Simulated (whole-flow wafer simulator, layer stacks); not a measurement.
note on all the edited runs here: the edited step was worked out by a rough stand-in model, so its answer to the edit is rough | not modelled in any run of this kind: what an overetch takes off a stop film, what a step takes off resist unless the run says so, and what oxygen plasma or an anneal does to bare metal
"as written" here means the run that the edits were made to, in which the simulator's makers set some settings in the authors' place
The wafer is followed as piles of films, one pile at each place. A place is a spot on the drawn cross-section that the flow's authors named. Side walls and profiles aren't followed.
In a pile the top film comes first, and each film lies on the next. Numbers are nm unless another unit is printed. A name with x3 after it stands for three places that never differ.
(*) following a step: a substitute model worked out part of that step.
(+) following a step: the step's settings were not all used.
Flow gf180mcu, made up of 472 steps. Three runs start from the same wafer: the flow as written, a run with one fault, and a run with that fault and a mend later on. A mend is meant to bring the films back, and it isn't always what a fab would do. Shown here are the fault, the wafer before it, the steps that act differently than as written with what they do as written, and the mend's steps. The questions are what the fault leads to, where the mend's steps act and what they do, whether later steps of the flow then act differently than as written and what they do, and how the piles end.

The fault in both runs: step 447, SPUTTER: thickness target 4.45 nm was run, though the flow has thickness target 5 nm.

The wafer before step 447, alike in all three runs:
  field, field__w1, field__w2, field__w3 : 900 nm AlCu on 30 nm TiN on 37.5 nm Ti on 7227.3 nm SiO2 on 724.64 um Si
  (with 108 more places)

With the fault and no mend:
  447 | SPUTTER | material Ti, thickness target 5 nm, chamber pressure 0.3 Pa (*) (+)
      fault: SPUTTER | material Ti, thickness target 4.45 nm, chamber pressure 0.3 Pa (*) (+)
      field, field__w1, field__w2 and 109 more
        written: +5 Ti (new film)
        fault: +4.45 Ti (new film)
  Later steps of the flow acting differently than as written (4 more steps, not shown, differ only slightly: by at most 2% or 0.5 nm, whichever is larger):
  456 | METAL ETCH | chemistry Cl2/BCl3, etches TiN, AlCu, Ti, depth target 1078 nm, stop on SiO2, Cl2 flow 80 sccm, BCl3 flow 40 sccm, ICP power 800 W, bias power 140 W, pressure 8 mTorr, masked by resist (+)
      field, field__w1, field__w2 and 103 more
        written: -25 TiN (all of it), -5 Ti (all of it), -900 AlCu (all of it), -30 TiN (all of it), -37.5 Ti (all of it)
        fault: -25 TiN (all of it), -4.45 Ti (all of it), -900 AlCu (all of it), -30 TiN (all of it), -37.5 Ti (all of it)
  At field__w8, contact, m1, m1__w1, pad, m1_nw, the piles at the end differ from the flow's by more than 2% or 0.5 nm, whichever is larger.
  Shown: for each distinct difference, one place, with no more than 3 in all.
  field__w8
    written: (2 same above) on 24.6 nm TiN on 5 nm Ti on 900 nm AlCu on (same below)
    fault: (2 same above) on 24.6 nm TiN on 4.45 nm Ti on 900 nm AlCu on (same below)
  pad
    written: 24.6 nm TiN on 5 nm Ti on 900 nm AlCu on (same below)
    fault: 24.6 nm TiN on 4.45 nm Ti on 900 nm AlCu on (same below)

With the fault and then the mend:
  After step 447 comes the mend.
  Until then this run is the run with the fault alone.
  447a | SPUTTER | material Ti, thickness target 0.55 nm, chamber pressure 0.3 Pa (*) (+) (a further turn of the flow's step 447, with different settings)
      field, field__w1, field__w2 and 109 more
        +0.55 Ti
  Every later step of the flow that is run acts as written at every place that is followed.
  By the end, the piles equal the flow's at every place that both follow.
